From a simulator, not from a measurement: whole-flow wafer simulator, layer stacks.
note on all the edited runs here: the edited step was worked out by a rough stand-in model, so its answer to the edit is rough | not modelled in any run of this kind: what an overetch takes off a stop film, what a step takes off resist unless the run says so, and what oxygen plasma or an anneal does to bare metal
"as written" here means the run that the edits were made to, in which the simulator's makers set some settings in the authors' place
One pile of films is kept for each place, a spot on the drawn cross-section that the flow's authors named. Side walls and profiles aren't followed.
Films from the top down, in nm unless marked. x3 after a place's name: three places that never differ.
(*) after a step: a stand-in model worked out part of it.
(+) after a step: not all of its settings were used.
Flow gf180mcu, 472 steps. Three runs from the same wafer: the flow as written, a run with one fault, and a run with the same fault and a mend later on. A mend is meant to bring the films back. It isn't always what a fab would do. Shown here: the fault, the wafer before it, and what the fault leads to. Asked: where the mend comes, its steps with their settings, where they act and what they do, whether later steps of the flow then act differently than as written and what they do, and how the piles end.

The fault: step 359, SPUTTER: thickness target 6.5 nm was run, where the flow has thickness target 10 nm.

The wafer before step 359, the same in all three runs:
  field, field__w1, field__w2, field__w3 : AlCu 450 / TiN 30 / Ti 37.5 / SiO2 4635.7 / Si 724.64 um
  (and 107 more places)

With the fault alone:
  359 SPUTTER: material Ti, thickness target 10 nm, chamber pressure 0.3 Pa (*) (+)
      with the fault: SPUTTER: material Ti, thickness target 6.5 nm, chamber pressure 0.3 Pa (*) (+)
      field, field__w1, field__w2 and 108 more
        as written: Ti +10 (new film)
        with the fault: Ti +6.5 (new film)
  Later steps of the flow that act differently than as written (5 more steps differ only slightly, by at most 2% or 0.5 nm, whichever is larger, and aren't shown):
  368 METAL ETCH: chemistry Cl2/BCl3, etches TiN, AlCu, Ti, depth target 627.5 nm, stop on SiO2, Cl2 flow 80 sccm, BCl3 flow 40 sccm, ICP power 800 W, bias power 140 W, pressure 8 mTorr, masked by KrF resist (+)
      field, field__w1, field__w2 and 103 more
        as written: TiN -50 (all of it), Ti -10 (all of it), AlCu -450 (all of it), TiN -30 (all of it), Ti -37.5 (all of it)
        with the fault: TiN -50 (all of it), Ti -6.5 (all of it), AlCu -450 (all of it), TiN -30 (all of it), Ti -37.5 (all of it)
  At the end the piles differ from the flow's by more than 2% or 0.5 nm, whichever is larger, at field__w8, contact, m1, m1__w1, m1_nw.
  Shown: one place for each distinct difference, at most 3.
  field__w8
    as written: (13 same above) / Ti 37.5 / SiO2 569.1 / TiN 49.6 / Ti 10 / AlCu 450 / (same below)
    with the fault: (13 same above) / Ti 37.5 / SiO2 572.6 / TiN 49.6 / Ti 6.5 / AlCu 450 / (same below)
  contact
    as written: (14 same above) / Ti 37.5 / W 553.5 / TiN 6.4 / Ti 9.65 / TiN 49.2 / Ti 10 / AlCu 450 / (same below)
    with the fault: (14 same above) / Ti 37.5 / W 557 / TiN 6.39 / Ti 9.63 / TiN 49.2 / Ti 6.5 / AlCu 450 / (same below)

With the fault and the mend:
  The mend comes after step 359.
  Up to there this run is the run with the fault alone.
  359a SPUTTER: material Ti, thickness target 3.5 nm, chamber pressure 0.3 Pa (*) (+) (the flow's step 359 once more, with other settings)
      field, field__w1, field__w2 and 108 more
        Ti +3.5
  No later step of the flow acts differently than as written at any place that is followed.
  At the end the piles are the same as the flow's at every place that both follow.
